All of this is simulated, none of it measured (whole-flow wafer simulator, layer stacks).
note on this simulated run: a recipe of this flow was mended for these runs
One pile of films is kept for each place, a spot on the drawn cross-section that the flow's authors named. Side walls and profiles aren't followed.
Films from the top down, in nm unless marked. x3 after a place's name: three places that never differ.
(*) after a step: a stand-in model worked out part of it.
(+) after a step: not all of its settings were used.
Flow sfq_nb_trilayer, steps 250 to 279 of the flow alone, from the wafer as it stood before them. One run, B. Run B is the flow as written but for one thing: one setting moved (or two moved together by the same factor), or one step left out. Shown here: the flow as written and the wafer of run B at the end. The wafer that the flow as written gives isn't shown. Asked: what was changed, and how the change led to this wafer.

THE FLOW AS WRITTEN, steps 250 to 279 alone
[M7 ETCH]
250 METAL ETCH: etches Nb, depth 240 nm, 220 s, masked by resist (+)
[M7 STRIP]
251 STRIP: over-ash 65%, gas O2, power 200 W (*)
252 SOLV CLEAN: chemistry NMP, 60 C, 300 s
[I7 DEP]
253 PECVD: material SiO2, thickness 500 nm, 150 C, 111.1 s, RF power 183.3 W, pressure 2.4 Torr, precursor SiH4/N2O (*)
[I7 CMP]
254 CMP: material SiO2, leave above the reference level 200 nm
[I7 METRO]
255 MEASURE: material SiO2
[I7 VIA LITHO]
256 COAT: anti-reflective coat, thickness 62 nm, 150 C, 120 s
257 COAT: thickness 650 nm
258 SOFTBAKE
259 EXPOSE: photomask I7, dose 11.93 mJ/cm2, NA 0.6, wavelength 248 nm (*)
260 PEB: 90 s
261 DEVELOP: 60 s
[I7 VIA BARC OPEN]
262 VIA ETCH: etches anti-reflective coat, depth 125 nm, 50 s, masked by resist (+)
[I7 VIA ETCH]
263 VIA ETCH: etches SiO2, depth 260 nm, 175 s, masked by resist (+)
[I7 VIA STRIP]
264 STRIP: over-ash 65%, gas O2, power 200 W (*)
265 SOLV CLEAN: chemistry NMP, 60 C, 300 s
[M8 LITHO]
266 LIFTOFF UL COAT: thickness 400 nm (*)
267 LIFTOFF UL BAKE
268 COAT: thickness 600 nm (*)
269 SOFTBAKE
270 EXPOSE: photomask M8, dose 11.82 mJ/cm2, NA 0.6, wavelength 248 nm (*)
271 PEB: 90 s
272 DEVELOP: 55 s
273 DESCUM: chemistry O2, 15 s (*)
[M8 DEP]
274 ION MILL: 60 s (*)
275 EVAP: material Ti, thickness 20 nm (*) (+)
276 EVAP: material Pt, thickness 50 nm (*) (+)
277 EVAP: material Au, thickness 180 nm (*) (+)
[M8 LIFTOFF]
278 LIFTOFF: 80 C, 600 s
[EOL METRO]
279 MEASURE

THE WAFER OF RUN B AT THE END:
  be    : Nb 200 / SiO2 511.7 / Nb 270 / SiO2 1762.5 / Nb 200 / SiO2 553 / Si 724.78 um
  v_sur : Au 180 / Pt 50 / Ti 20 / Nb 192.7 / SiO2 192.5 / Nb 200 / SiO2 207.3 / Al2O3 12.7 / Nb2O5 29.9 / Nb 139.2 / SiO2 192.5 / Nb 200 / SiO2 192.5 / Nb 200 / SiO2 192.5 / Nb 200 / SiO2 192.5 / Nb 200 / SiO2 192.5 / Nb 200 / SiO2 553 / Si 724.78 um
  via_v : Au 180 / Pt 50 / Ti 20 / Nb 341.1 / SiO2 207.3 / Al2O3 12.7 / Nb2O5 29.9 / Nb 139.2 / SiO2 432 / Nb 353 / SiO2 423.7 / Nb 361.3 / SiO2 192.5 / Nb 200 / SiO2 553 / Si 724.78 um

The cause: step 251, STRIP: over-ash 65%, gas O2, power 200 W (*), was left out.

How the change led to this, step by step:
  253 PECVD: material SiO2, thickness 500 nm, 150 C, 111.1 s, RF power 183.3 W, pressure 2.4 Torr, precursor SiH4/N2O (*)
      field_r, lsp_l: SiO2 +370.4 (as written it would be: SiO2 +477.2)
      l0_sur, l0v: SiO2 +444.9 (as written it would be: SiO2 +487.6)
      (and at 3 more places)
  254 CMP: material SiO2, leave above the reference level 200 nm
      wl_j_sl, wl_jj, wl_j_sr and 14 more: SiO2 -500 (all of it), KrF-resist-other-grade -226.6 (as written it would be: SiO2 -300)
      ln_m5, lsp_m, ln_m6, lsp_r: SiO2 -500 (all of it), KrF-resist-other-grade -226.3 (as written it would be: SiO2 -300)
      (and at 26 more places)
  256 COAT: anti-reflective coat, thickness 62 nm, 150 C, 120 s
      moat: anti-reflective coat +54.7 (new film) (as written it would be: anti-reflective coat +62 (new film))
      field_r: anti-reflective coat +80.9 (new film) (as written it would be: anti-reflective coat +62 (new film))
      (and at 2 more places)
  263 VIA ETCH: etches SiO2, depth 260 nm, 175 s, masked by resist (+)
      via_wl, via_w, via_wr: KrF-resist-other-grade -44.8 (as written it would be: SiO2 -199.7 (all of it), Nb -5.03)
  264 STRIP: over-ash 65%, gas O2, power 200 W (*)
      wl_j_sl, wl_jj, wl_j_sr and 14 more: KrF-resist-other-grade -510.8 (all of it), anti-reflective coat -62 (all of it), KrF-resist-other-grade -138 (all of it), anti-reflective coat -62 (all of it) (as written it would be: KrF-resist-other-grade -510.8 (all of it), anti-reflective coat -62 (all of it))
      v_sur: KrF-resist-other-grade -510.7 (all of it), anti-reflective coat -62 (all of it), KrF-resist-other-grade -135.4 (all of it), anti-reflective coat -64.6 (all of it) (as written it would be: KrF-resist-other-grade -510.8 (all of it), anti-reflective coat -62 (all of it))
      (and at 25 more places)
  266 LIFTOFF UL COAT: thickness 400 nm (*)
      m0r_line_l, m0r_line_r, m6r_line_l, m6r_line_r: lift-off-underlayer +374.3 (new film) (as written it would be: lift-off-underlayer +400 (new film))
      m0r_space_l, m0r_space_r, m6r_space_l, m6r_space_r: lift-off-underlayer +361.5 (new film) (as written it would be: lift-off-underlayer +400 (new film))
      (and at 82 more places)
  268 COAT: thickness 600 nm (*)
      m0r_line_l, m0r_line_r, m6r_line_l, m6r_line_r: KrF-resist-other-grade +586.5 (new film) (as written it would be: KrF-resist-other-grade +600 (new film))
      wl_j_sl, wl_jj, wl_j_sr: KrF-resist-other-grade +616.3 (new film) (as written it would be: KrF-resist-other-grade +600 (new film))
      (and at 49 more places)
  272 DEVELOP: 55 s
      field_l: KrF-resist-other-grade -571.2 (all of it), lift-off-underlayer -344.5 (all of it) (as written it would be: KrF-resist-other-grade -593.6 (all of it), lift-off-underlayer -387.9 (all of it))
      v_sur: KrF-resist-other-grade -607.7 (all of it), lift-off-underlayer -491 (all of it) (as written it would be: KrF-resist-other-grade -607.6 (all of it), lift-off-underlayer -368.7 (all of it))
      (and at 9 more places)
  274 ION MILL: 60 s (*)
      v_sur, via_sp, via_v, wire: Nb -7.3 (as written it would be: SiO2 -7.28)
  278 LIFTOFF: 80 C, 600 s
      m0r_line_l, m0r_line_r, m6r_line_l, m6r_line_r: Au -180 (all of it), Pt -50 (all of it), Ti -20 (all of it), KrF-resist-other-grade -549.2 (all of it), lift-off-underlayer -374.3 (all of it) (as written it would be: Au -180 (all of it), Pt -50 (all of it), Ti -20 (all of it), KrF-resist-other-grade -562.7 (all of it), lift-off-underlayer -400 (all of it))
      m0r_space_l, m0r_space_r, m6r_space_l, m6r_space_r: Au -180 (all of it), Pt -50 (all of it), Ti -20 (all of it), KrF-resist-other-grade -559.6 (all of it), lift-off-underlayer -361.5 (all of it) (as written it would be: Au -180 (all of it), Pt -50 (all of it), Ti -20 (all of it), KrF-resist-other-grade -562.7 (all of it), lift-off-underlayer -400 (all of it))
      (and at 71 more places)
Counting metal films that touch as one body, v_sur has 8 bodies (between them, from the top down: SiO2 192.5; SiO2 207.3 / Al2O3 12.7 / Nb2O5 29.9; SiO2 192.5; SiO2 192.5; SiO2 192.5; SiO2 192.5; SiO2 192.5); the flow as written gives 9 bodies (between them, from the top down: SiO2 192.7; SiO2 192.5; SiO2 207.3 / Al2O3 12.7 / Nb2O5 29.9; SiO2 192.5; SiO2 192.5; SiO2 192.5; SiO2 192.5; SiO2 192.5).
Counting metal films that touch as one body, via_v has 5 bodies (between them, from the top down: SiO2 207.3 / Al2O3 12.7 / Nb2O5 29.9; SiO2 432; SiO2 423.7; SiO2 192.5); the flow as written gives 6 bodies (between them, from the top down: SiO2 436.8; SiO2 207.3 / Al2O3 12.7 / Nb2O5 29.9; SiO2 432; SiO2 423.7; SiO2 192.5).
